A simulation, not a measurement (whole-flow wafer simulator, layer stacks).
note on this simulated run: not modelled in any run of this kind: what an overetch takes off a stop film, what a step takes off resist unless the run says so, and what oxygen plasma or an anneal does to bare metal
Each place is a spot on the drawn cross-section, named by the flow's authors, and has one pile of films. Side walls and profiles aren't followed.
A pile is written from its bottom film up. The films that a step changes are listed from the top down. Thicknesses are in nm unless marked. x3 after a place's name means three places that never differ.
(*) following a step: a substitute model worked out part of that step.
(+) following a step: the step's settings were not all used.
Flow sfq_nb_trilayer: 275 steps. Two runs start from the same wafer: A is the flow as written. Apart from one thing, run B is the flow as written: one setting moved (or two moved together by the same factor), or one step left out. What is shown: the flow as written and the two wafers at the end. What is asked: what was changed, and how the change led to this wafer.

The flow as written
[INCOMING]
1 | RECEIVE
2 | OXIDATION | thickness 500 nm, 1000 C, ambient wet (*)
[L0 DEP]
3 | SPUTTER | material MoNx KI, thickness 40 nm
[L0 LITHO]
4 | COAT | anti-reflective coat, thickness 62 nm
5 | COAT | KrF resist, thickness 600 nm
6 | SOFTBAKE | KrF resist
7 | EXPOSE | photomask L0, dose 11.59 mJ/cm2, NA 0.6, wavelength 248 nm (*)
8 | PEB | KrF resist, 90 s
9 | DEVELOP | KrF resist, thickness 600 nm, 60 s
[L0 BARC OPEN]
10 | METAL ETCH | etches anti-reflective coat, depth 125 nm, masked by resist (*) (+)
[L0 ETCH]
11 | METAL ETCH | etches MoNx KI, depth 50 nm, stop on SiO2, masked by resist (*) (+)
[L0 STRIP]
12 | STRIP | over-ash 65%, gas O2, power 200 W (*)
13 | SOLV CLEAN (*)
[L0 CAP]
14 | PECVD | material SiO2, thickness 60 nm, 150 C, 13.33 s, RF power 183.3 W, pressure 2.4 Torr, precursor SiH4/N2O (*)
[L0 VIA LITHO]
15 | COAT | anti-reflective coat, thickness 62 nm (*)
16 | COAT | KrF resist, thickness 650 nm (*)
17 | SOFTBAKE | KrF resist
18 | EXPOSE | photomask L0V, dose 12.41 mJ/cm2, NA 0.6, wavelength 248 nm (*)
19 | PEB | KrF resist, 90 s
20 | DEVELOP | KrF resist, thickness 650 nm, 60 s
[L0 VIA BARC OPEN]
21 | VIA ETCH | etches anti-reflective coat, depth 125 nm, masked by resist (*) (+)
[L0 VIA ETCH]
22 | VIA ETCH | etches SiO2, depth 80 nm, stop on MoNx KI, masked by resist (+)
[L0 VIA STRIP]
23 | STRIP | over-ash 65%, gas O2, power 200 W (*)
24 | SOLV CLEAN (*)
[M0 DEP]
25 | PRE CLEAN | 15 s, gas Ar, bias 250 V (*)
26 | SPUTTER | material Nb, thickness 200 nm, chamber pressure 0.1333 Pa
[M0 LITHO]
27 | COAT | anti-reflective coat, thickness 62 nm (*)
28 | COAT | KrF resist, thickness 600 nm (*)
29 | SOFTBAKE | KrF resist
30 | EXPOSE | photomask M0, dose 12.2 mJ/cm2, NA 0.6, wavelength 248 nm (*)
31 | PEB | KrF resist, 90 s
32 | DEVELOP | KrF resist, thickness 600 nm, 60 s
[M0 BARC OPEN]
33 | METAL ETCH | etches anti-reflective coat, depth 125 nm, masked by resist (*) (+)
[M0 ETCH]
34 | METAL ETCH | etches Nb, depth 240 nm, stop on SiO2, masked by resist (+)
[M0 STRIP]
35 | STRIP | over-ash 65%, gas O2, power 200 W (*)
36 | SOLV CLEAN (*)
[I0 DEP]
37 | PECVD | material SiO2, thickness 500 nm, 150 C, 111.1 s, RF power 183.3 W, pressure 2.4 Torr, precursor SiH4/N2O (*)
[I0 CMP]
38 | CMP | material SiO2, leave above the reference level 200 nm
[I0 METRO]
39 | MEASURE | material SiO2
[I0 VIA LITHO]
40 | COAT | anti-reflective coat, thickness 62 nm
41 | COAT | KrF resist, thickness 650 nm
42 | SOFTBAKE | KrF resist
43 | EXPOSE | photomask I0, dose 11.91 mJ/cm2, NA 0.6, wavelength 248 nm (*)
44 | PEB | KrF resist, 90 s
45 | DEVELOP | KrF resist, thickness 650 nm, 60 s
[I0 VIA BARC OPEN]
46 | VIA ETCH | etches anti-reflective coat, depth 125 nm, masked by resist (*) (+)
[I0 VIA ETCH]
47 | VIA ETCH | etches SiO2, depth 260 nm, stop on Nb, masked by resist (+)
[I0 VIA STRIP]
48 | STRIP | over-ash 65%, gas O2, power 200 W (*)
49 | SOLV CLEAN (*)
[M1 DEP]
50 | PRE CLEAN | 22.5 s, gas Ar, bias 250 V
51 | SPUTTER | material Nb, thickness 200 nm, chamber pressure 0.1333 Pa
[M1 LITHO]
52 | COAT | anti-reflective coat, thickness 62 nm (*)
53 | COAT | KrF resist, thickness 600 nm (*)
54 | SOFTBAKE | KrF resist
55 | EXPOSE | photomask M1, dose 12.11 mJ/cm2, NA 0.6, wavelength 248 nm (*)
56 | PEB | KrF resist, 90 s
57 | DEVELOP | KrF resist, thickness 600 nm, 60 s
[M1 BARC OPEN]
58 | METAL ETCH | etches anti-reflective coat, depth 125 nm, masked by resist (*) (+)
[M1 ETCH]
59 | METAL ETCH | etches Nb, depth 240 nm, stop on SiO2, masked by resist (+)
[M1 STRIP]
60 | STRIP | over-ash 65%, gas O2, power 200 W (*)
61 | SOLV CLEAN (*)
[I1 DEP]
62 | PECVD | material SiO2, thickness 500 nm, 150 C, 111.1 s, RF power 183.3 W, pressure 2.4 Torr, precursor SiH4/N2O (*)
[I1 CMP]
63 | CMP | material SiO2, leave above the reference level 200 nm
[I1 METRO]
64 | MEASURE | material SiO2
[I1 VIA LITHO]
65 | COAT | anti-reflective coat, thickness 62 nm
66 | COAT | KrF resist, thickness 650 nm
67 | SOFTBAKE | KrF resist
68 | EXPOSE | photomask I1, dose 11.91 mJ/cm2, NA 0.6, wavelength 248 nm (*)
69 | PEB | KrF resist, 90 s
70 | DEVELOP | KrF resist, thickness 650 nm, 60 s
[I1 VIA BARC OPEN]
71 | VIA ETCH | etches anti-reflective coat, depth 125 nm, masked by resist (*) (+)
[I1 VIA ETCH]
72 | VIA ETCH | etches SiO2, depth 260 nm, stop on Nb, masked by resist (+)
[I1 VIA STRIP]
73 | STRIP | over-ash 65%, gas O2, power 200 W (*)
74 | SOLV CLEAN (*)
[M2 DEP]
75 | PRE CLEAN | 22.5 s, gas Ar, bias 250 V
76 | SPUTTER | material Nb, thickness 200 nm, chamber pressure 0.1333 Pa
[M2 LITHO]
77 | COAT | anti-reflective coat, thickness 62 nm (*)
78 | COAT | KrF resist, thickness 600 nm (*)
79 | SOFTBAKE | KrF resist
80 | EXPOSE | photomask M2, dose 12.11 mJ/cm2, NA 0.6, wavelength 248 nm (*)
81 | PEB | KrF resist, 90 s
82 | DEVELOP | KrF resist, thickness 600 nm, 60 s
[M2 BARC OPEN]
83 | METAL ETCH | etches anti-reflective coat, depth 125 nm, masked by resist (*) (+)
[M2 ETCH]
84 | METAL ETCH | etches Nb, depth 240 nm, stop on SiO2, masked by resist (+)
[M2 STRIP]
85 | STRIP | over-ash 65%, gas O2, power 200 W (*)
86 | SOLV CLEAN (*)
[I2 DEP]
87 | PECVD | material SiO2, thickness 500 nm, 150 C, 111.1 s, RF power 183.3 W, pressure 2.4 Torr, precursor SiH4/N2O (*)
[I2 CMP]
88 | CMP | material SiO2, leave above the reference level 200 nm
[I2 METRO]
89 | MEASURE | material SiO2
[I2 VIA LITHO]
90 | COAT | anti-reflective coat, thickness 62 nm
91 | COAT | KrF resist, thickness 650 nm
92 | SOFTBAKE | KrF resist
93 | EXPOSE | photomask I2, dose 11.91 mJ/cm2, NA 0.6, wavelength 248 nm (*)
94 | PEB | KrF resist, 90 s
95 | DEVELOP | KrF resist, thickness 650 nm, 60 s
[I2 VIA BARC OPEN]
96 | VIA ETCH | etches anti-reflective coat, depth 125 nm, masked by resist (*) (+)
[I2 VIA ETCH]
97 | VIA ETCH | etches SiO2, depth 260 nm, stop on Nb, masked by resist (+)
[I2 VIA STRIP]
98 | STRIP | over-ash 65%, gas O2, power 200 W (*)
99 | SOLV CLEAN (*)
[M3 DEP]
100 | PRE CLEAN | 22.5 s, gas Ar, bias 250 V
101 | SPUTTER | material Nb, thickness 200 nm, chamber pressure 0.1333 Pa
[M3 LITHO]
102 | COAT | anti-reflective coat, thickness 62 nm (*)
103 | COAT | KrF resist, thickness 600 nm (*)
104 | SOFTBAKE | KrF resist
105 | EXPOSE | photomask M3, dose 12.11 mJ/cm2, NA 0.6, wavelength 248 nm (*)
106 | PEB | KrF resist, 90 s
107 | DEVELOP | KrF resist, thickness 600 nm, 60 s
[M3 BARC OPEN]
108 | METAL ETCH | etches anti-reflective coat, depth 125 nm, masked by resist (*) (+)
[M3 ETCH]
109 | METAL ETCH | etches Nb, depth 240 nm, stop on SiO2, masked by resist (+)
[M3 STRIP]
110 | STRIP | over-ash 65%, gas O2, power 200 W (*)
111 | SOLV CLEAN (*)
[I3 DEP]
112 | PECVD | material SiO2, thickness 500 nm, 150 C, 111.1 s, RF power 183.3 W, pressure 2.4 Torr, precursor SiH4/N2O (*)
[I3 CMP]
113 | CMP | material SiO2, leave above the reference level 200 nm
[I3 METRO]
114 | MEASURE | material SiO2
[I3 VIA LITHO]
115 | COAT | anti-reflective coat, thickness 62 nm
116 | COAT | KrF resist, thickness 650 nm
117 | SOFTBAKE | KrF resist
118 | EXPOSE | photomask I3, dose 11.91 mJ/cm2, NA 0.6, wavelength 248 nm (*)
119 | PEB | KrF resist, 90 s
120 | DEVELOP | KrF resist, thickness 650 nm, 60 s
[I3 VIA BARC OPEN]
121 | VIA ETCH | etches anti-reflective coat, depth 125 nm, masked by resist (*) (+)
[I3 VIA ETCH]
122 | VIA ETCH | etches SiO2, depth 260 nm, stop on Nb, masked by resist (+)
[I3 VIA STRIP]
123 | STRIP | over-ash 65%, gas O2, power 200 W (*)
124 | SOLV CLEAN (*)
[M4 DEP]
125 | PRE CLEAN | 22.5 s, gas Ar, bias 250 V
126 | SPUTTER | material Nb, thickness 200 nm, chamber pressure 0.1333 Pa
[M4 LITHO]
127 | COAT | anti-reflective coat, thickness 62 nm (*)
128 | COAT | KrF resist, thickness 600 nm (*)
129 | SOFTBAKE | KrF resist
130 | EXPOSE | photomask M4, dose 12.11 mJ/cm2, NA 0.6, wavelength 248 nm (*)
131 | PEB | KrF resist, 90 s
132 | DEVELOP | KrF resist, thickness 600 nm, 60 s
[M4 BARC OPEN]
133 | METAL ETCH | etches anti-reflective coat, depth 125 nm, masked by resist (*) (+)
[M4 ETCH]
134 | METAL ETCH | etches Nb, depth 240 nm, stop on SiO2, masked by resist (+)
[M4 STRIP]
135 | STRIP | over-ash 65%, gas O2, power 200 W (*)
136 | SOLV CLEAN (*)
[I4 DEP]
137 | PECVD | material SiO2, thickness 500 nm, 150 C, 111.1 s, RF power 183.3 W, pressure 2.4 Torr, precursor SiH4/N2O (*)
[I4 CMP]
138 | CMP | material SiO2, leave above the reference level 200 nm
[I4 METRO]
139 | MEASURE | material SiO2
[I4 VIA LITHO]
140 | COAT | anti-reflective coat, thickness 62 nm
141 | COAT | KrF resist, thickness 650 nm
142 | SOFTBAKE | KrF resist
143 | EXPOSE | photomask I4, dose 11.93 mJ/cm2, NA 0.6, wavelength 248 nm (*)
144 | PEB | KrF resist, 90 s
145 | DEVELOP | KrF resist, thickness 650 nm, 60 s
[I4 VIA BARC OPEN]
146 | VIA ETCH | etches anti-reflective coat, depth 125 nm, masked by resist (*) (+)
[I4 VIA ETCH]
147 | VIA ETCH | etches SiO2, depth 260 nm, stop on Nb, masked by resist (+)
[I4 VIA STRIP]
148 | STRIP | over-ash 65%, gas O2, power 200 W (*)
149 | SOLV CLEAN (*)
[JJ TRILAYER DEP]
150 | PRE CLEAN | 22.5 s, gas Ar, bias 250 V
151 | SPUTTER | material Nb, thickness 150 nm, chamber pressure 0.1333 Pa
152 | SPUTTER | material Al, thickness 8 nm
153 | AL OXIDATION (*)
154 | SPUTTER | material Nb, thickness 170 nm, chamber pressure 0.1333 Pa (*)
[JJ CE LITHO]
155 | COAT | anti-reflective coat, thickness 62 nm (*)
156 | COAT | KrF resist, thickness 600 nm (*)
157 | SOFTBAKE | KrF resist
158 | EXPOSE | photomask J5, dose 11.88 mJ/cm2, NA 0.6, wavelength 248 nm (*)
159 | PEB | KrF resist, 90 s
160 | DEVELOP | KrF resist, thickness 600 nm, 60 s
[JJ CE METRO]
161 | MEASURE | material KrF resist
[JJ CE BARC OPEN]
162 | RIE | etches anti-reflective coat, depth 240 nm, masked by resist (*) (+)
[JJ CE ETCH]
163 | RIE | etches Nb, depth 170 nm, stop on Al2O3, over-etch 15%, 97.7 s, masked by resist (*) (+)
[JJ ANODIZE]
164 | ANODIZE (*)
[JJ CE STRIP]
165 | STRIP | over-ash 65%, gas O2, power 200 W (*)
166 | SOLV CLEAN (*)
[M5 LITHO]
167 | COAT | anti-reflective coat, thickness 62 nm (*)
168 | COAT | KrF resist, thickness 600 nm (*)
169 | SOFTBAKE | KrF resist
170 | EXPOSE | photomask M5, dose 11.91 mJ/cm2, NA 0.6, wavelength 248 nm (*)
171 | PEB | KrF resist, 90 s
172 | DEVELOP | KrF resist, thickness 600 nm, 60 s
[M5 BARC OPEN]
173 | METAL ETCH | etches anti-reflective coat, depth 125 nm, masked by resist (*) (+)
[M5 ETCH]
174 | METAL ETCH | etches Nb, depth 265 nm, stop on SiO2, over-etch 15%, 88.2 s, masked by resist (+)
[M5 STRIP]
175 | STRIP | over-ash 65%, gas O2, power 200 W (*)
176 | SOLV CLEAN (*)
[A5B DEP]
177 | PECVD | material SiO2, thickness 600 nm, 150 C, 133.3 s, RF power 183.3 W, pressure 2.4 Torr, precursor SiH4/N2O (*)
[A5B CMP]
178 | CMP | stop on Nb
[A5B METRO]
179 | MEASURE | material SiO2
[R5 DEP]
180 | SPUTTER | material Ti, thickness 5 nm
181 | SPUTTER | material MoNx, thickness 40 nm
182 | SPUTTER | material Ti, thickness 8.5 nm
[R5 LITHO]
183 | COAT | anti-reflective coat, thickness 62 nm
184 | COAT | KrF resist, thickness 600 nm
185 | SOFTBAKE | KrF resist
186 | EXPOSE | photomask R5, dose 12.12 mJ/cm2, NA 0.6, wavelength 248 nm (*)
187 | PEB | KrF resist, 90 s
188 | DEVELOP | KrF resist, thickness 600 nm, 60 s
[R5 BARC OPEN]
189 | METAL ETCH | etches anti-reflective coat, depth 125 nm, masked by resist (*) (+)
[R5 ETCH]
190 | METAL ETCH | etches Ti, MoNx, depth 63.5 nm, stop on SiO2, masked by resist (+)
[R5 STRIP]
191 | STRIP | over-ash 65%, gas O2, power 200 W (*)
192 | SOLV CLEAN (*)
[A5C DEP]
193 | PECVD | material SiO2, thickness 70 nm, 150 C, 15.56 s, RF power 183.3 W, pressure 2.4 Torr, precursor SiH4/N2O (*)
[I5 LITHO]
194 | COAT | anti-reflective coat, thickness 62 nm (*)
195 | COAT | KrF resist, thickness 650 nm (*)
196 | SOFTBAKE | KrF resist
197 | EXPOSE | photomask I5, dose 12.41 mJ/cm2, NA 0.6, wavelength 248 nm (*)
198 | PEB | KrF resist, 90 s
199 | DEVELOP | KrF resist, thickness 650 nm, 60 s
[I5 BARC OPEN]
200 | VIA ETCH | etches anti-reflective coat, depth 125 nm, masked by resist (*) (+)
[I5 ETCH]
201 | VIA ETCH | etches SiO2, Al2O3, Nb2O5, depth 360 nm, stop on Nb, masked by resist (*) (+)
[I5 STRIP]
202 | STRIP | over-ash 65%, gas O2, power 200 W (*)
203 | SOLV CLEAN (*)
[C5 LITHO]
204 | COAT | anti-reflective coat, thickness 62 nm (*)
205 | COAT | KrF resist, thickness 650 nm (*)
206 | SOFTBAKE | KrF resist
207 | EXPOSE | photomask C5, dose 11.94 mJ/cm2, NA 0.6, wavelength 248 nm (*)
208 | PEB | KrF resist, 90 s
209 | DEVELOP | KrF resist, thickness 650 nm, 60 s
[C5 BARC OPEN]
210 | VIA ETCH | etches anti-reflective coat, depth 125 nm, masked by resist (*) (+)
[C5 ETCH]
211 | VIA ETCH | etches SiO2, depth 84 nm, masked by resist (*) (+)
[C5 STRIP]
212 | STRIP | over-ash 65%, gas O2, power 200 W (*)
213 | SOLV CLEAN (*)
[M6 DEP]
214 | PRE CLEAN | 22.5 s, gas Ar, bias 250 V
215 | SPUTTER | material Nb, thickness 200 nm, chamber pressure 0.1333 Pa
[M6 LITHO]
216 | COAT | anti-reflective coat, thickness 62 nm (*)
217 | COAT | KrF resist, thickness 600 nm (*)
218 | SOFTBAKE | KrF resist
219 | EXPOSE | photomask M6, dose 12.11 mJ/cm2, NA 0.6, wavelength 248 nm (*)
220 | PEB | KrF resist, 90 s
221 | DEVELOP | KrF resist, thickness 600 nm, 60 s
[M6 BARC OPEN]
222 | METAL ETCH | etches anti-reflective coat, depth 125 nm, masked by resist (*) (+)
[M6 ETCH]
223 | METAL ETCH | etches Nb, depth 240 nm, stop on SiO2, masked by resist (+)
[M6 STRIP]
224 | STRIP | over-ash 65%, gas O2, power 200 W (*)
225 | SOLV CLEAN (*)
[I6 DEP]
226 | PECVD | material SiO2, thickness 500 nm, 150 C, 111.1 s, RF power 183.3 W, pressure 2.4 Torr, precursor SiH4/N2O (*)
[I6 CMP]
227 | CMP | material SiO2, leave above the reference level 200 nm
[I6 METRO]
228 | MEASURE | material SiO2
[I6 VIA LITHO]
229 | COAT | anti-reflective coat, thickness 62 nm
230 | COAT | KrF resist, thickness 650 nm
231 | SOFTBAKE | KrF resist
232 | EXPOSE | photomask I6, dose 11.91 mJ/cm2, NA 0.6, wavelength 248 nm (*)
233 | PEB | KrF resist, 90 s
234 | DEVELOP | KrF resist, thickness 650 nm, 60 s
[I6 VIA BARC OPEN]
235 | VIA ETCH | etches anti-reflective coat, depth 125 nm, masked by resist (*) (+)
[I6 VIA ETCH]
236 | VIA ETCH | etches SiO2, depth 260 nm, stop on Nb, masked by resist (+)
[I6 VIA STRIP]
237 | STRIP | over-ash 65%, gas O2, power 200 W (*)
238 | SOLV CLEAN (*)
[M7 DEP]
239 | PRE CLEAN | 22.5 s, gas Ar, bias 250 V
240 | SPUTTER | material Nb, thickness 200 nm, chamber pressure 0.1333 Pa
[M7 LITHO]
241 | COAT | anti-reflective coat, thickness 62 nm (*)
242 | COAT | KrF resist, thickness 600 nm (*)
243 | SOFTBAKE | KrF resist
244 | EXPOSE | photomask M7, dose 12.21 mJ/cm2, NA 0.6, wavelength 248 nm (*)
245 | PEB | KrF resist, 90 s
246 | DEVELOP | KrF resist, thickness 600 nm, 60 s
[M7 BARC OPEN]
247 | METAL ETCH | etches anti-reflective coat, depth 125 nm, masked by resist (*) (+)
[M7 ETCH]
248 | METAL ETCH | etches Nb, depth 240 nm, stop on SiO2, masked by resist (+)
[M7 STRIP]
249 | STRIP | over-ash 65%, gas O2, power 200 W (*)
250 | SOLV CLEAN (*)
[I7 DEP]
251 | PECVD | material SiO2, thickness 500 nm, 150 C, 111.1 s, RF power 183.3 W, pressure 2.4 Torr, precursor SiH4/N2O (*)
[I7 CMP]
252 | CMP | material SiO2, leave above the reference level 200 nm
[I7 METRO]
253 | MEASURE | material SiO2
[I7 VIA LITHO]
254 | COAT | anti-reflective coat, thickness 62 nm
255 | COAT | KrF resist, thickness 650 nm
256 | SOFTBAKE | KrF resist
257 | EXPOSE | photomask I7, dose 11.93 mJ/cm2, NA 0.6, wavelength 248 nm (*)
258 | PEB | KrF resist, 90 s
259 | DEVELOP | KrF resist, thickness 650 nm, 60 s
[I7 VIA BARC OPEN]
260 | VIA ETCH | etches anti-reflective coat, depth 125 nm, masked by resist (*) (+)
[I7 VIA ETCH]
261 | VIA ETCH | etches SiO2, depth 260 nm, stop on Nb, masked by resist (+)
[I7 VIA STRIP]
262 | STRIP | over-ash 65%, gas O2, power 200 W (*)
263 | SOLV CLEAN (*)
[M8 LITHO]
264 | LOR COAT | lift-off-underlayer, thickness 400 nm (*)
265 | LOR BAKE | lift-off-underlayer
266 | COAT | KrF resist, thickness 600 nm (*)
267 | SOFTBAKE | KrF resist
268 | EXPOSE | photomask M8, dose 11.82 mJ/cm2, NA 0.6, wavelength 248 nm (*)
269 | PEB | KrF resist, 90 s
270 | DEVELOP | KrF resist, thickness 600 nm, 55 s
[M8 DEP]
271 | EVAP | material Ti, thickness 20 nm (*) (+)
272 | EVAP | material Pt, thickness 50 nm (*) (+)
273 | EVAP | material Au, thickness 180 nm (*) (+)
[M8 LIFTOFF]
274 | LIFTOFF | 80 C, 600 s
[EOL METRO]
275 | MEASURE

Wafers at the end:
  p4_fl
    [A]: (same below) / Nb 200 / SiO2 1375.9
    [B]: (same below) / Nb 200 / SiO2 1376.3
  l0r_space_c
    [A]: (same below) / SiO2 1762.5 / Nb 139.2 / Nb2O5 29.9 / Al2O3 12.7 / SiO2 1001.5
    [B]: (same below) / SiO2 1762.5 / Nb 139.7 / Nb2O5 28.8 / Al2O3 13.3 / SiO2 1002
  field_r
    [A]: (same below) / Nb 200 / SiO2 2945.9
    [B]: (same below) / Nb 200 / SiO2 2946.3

Cause: step 152, SPUTTER: thickness 8.4 nm was run, though the flow has thickness 8 nm.

Step by step, how the change led to this:
  164 | ANODIZE (*)
      field_l, v_sur, via_sp and 96 more: A +12.2 Al2O3, +29.9 Nb2O5 (new film), -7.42 Al (all of it), -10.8 Nb | B +12.9 Al2O3, +28.8 Nb2O5 (new film), -7.82 Al (all of it), -10.3 Nb
      via_wl, via_wr: A +7.52 Al2O3 (new film), +39.2 Nb2O5 (new film), -4.56 Al (all of it), -14.1 Nb | B +7.95 Al2O3 (new film), +38.4 Nb2O5 (new film), -4.82 Al (all of it), -13.8 Nb
      (and at 1 other place as well)
  167 | COAT | anti-reflective coat, thickness 62 nm (*)
      ce_l: A +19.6 anti-reflective coat (new film) | B +19 anti-reflective coat (new film)
  174 | METAL ETCH | etches Nb, depth 265 nm, stop on SiO2, over-etch 15%, 88.2 s, masked by resist (+)
      field_l, r_sur, res and 50 more: A -12.6 Al2O3 (all of it), -29.9 Nb2O5 (all of it), -139.2 Nb (all of it), -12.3 SiO2 | B -13.3 Al2O3 (all of it), -28.8 Nb2O5 (all of it), -139.7 Nb (all of it), -12.3 SiO2
  175 | STRIP | over-ash 65%, gas O2, power 200 W (*)
      ce_l: A -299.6 KrF resist (all of it), -19.6 anti-reflective coat (all of it) | B -299.9 KrF resist (all of it), -19 anti-reflective coat (all of it)
  201 | VIA ETCH | etches SiO2, Al2O3, Nb2O5, depth 360 nm, stop on Nb, masked by resist (*) (+)
      be: A -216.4 SiO2 (all of it), -12.7 Al2O3 (all of it), -29.9 Nb2O5 (all of it) | B -216.9 SiO2 (all of it), -13.3 Al2O3 (all of it), -28.8 Nb2O5 (all of it)
